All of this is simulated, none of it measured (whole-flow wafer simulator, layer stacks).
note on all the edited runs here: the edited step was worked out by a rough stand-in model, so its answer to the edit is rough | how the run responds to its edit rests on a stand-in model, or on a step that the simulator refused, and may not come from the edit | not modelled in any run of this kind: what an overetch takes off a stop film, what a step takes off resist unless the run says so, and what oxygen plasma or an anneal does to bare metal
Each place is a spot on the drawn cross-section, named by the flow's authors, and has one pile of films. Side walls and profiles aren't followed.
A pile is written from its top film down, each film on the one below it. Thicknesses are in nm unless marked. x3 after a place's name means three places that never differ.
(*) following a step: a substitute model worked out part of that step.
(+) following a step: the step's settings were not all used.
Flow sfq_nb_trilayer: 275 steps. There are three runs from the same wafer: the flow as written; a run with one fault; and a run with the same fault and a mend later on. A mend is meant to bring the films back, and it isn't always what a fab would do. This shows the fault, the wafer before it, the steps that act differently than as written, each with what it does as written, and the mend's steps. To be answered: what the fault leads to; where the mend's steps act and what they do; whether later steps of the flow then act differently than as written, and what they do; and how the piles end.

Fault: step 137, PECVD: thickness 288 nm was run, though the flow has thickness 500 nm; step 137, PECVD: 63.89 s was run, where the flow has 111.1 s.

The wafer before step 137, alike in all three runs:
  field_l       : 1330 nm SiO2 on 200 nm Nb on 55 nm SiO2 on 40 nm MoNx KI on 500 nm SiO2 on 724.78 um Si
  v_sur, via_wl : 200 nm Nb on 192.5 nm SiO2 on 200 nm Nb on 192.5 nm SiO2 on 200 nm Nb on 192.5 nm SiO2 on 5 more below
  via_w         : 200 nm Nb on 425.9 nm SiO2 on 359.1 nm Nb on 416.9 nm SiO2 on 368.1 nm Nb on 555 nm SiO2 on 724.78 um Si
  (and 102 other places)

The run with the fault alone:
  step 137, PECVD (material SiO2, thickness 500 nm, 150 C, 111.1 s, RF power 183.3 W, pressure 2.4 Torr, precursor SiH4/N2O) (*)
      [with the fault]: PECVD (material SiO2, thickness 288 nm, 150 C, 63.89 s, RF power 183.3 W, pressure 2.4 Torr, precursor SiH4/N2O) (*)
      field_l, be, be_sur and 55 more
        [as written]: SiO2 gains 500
        [with the fault]: SiO2 gains 288
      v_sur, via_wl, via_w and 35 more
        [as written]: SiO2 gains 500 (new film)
        [with the fault]: SiO2 gains 288 (new film)
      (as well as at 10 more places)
  Later steps of the flow acting differently than as written (18 more steps, not shown, differ only slightly: by at most 2% or 0.5 nm, whichever is larger):
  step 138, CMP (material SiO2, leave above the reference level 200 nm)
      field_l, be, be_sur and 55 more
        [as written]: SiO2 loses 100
        [with the fault]: nothing
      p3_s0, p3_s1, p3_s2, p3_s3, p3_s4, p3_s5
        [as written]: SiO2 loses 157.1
        [with the fault]: nothing
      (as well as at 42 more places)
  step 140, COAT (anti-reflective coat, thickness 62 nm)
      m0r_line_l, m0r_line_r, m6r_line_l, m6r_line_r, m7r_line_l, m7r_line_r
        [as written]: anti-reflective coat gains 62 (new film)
        [with the fault]: anti-reflective coat gains 63.3 (new film)
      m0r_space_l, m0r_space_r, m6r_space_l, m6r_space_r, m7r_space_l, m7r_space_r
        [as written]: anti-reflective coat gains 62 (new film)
        [with the fault]: anti-reflective coat gains 76.7 (new film)
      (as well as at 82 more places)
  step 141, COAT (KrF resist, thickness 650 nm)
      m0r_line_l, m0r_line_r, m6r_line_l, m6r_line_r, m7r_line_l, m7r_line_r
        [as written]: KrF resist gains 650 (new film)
        [with the fault]: KrF resist gains 672 (new film)
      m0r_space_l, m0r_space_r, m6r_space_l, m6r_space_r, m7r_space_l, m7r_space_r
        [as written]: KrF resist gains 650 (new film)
        [with the fault]: KrF resist gains 663.6 (new film)
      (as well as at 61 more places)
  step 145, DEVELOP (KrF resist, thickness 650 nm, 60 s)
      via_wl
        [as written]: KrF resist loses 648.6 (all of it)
        [with the fault]: KrF resist loses 603.9 (all of it)
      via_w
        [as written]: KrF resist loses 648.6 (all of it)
        [with the fault]: KrF resist loses 609.4 (all of it)
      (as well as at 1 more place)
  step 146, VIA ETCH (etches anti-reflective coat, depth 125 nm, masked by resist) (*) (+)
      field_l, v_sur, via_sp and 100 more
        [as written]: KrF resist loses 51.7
        [with the fault]: KrF resist loses 44.4
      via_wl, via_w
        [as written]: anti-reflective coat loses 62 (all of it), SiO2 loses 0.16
        [with the fault]: anti-reflective coat loses 53.3 (all of it), SiO2 loses 0.13
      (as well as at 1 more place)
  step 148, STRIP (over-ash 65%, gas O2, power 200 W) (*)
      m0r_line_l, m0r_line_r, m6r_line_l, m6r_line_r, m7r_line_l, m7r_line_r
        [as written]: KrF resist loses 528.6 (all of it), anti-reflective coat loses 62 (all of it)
        [with the fault]: KrF resist loses 557.8 (all of it), anti-reflective coat loses 63.3 (all of it)
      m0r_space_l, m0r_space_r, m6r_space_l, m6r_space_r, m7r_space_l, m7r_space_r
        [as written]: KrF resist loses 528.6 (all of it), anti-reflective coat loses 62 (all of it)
        [with the fault]: KrF resist loses 549.4 (all of it), anti-reflective coat loses 76.7 (all of it)
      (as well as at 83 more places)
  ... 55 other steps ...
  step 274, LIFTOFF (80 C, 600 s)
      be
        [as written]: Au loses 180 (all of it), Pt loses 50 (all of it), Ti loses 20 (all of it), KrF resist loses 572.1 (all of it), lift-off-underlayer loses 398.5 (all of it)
        [with the fault]: Au loses 180 (all of it), Pt loses 50 (all of it), Ti loses 20 (all of it), KrF resist loses 613.3 (all of it), lift-off-underlayer loses 714.3 (all of it)
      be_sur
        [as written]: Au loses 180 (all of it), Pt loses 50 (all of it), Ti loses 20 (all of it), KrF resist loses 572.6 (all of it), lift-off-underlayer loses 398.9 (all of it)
        [with the fault]: Au loses 180 (all of it), Pt loses 50 (all of it), Ti loses 20 (all of it), KrF resist loses 587.1 (all of it), lift-off-underlayer loses 366.6 (all of it)
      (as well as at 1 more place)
  The piles end different from the flow's at via_v, be, be_sur and 38 more by more than 2% or 0.5 nm, whichever is larger.
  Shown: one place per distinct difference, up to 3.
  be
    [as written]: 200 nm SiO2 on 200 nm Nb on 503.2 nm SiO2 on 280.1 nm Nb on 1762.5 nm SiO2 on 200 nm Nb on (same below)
    [with the fault]: 314.4 nm SiO2 on 120.3 nm Nb on 209.6 nm SiO2 on 126.5 nm Nb on 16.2 nm Nb2O5 on 130 nm Nb on 1650.5 nm SiO2 on 200 nm Nb on (same below)
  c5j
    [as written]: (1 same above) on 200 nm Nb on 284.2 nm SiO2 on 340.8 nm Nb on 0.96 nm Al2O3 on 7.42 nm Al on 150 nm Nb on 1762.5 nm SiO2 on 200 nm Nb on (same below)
    [with the fault]: (1 same above) on 200 nm Nb on 293.3 nm SiO2 on 183.3 nm Nb on 90.4 nm SiO2 on 170 nm Nb on 0.96 nm Al2O3 on 7.42 nm Al on 150 nm Nb on 1650.5 nm SiO2 on 200 nm Nb on (same below)
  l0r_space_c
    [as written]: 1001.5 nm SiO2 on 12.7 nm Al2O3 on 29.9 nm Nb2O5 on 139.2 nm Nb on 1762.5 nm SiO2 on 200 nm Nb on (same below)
    [with the fault]: 1113.5 nm SiO2 on 12.7 nm Al2O3 on 29.9 nm Nb2O5 on 139.2 nm Nb on 1650.5 nm SiO2 on 200 nm Nb on (same below)

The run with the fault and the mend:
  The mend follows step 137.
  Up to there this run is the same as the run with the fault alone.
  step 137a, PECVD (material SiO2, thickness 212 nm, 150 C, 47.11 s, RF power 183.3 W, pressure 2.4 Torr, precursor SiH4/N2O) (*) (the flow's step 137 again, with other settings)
      field_l, v_sur, via_wl and 99 more
        SiO2 gains 212
      lsp_r, l0_sur, l0v
        SiO2 gains 208.8
      via_v
        SiO2 gains 187.7
  Later steps of the flow acting differently than as written (10 more steps, not shown, differ only slightly: by at most 2% or 0.5 nm, whichever is larger):
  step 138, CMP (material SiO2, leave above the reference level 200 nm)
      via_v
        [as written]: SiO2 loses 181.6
        [with the mend]: nothing
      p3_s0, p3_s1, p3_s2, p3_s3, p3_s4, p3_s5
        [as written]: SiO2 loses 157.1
        [with the mend]: SiO2 loses 100
  At the end the piles are close to the flow's at the places that both follow, differing by at most 2% or 0.5 nm, whichever is larger.
